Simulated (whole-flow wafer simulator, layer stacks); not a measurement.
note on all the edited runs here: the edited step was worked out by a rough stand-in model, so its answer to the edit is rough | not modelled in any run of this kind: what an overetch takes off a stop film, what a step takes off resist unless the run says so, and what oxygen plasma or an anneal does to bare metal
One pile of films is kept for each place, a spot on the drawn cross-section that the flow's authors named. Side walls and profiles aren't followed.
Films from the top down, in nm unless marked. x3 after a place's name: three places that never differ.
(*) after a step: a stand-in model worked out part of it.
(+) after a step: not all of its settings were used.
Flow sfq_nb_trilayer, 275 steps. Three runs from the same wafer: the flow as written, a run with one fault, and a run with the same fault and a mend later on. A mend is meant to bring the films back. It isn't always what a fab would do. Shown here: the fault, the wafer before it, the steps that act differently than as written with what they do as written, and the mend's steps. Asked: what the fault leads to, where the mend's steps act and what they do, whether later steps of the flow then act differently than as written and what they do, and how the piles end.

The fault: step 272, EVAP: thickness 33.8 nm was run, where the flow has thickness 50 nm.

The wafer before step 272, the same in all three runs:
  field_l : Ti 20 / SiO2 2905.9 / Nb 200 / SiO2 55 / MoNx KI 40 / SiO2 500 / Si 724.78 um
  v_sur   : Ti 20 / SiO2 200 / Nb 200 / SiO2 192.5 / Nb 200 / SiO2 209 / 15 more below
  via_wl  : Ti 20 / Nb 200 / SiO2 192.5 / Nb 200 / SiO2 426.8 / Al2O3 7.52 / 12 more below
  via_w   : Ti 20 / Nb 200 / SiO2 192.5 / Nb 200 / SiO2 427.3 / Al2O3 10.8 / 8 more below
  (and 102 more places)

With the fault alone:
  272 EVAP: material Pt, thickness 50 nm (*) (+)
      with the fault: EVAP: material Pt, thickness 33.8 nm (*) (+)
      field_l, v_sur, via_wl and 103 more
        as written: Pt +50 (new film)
        with the fault: Pt +33.8 (new film)
  Later steps of the flow that act differently than as written:
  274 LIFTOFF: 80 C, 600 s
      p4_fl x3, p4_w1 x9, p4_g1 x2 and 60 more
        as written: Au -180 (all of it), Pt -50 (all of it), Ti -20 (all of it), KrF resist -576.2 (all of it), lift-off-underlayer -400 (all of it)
        with the fault: Au -180 (all of it), Pt -33.8 (all of it), Ti -20 (all of it), KrF resist -576.2 (all of it), lift-off-underlayer -400 (all of it)
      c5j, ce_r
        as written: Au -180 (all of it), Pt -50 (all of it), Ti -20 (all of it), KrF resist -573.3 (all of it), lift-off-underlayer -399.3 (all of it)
        with the fault: Au -180 (all of it), Pt -33.8 (all of it), Ti -20 (all of it), KrF resist -573.3 (all of it), lift-off-underlayer -399.3 (all of it)
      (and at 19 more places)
  At the end the piles differ from the flow's by more than 2% or 0.5 nm, whichever is larger, at field_l, v_sur, via_wl and 8 more.
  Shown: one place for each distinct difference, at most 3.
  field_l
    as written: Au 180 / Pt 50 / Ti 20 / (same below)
    with the fault: Au 180 / Pt 33.8 / Ti 20 / (same below)

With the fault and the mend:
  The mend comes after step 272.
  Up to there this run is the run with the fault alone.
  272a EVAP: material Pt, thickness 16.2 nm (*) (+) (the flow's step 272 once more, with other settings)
      field_l, v_sur, via_wl and 103 more
        Pt +16.2
  No later step of the flow acts differently than as written at any place that is followed.
  At the end the piles are the same as the flow's at every place that both follow.
